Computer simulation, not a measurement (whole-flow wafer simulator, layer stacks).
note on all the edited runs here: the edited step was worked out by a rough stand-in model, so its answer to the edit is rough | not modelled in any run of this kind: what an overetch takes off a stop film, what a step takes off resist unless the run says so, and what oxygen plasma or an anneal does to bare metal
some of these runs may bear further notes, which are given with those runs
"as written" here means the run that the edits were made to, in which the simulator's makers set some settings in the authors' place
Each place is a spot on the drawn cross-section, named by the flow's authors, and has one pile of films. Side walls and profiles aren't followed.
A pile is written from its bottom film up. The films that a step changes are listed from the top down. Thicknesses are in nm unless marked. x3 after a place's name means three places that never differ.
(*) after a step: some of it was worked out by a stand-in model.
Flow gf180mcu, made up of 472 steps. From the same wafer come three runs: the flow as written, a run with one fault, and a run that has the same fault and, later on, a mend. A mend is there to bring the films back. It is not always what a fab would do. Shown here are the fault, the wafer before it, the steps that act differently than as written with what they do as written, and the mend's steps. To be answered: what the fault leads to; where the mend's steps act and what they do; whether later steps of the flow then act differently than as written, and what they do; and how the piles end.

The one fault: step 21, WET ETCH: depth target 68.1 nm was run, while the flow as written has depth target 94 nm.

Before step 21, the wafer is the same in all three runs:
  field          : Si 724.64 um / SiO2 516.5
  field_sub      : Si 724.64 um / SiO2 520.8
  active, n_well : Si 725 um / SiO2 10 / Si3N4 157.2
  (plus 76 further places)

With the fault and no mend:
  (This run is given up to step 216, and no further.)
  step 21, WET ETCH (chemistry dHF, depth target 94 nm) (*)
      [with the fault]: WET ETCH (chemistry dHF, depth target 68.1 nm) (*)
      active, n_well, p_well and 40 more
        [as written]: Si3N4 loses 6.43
        [with the fault]: Si3N4 loses 4.68
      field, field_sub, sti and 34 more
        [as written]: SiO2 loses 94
        [with the fault]: SiO2 loses 68.1
  Later steps of the flow acting differently than as written (not shown: 34 more steps that differ only slightly, by at most 2% or 0.5 nm, whichever is larger):
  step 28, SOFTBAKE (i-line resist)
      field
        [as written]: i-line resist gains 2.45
        [with the fault]: i-line resist gains 4.33
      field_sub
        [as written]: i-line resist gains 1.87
        [with the fault]: i-line resist gains 3.31
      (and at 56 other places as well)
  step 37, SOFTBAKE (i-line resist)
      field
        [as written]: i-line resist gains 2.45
        [with the fault]: i-line resist gains 4.33
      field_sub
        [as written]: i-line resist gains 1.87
        [with the fault]: i-line resist gains 3.31
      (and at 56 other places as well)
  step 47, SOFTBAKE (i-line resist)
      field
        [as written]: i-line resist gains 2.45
        [with the fault]: i-line resist gains 4.33
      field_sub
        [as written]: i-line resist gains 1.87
        [with the fault]: i-line resist gains 3.31
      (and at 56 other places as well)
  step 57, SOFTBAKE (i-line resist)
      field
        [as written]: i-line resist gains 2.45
        [with the fault]: i-line resist gains 4.33
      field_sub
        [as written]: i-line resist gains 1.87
        [with the fault]: i-line resist gains 3.31
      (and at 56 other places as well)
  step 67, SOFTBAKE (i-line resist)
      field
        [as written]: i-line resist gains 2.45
        [with the fault]: i-line resist gains 4.33
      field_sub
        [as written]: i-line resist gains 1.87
        [with the fault]: i-line resist gains 3.31
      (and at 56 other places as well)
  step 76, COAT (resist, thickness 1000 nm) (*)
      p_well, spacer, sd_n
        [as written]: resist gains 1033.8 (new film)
        [with the fault]: resist gains 1059 (new film)
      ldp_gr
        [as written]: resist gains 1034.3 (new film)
        [with the fault]: resist gains 1056.3 (new film)
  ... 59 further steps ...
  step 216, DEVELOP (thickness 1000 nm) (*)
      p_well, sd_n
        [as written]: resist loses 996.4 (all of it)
        [with the fault]: resist loses 1020.2 (all of it)
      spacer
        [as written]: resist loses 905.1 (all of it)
        [with the fault]: resist loses 928.8 (all of it)
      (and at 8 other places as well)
  The piles after step 216 differ from the flow's at field, field__w1, field__w2 and 67 more by more than 2% or 0.5 nm, whichever is larger.
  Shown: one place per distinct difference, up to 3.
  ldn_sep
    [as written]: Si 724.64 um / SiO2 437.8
    [with the fault]: Si 724.64 um / SiO2 463.6
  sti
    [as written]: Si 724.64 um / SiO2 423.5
    [with the fault]: Si 724.64 um / SiO2 449.3
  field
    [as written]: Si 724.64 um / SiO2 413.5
    [with the fault]: Si 724.64 um / SiO2 439.3

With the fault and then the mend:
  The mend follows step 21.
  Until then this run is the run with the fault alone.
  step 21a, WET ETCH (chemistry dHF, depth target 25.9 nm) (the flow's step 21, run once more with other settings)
      field, field_sub, sti and 34 more
        SiO2 loses 25.9
  None of the later steps of the flow differs from how it acts as written, at any place that is followed, by more than 2% or 0.5 nm, whichever is larger.
  The piles end the same as the flow's at every place that both follow.
